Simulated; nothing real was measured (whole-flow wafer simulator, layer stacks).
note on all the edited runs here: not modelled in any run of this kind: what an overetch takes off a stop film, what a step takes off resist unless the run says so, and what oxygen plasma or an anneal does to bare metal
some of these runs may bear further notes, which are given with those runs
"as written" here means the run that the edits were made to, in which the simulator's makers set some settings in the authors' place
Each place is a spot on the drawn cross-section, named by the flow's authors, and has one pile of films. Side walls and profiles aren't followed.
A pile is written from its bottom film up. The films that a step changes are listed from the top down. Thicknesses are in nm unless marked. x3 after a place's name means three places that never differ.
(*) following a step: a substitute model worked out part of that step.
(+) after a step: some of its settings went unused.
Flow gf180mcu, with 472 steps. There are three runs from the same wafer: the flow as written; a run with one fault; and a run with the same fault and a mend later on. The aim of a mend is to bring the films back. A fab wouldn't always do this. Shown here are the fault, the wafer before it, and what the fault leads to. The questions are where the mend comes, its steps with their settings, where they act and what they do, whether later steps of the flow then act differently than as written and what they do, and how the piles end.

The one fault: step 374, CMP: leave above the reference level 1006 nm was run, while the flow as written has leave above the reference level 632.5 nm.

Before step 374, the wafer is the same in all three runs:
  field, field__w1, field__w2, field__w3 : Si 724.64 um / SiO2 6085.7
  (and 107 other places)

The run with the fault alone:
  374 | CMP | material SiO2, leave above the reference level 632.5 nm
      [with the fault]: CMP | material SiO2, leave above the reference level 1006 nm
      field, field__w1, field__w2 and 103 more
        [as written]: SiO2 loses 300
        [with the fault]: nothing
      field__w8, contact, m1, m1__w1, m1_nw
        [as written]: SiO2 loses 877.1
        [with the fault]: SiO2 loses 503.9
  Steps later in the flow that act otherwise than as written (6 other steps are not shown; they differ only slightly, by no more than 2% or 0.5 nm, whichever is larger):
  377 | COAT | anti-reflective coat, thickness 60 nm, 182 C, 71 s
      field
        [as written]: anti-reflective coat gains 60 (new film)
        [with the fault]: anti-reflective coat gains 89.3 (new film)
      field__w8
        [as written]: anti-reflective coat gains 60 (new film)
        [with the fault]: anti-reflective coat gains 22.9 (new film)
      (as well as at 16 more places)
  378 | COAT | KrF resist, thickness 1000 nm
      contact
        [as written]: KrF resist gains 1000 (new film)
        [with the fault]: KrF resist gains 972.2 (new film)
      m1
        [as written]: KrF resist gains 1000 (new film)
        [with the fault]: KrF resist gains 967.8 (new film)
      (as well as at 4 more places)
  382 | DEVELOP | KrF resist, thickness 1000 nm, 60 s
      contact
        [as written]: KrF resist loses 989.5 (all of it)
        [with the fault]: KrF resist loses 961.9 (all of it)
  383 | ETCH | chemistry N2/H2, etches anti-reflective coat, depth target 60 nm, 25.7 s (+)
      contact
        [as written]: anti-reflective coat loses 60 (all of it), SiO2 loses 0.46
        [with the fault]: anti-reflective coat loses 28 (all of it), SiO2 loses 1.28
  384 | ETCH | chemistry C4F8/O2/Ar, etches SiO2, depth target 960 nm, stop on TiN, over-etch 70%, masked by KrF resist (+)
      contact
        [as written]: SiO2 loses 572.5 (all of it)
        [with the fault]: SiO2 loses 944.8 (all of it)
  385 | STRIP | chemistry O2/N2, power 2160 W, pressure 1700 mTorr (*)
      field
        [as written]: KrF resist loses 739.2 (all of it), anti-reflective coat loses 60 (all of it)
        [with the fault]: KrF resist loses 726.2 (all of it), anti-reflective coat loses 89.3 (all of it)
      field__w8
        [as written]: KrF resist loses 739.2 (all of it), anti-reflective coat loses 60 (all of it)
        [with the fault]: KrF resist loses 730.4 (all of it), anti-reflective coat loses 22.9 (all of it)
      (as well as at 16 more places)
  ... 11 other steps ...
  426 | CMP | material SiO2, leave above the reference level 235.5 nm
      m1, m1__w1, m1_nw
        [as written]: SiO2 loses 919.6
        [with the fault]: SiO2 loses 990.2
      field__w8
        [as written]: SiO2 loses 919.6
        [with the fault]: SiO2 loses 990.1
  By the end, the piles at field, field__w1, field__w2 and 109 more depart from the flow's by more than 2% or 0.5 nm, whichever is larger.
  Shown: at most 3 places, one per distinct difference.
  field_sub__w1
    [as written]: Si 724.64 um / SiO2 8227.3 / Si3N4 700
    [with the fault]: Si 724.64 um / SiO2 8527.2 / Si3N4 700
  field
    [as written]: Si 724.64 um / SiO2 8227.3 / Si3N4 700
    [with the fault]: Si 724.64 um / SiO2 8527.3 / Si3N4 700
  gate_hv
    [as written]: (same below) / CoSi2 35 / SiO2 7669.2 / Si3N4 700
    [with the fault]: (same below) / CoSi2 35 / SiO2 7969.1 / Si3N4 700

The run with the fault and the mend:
  The mend stands after step 374.
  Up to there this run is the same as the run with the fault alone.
  374a | CMP | material SiO2, leave above the reference level 632.5 nm (the flow's step 374, run once more)
      field, field__w1, field__w2 and 103 more
        SiO2 loses 300
      field__w8, contact, m1, m1__w1, m1_nw
        SiO2 loses 373.2
  Later steps of the flow that are run all act as written at every place that is followed.
  At every place that both follow, the piles at the end match the flow's.
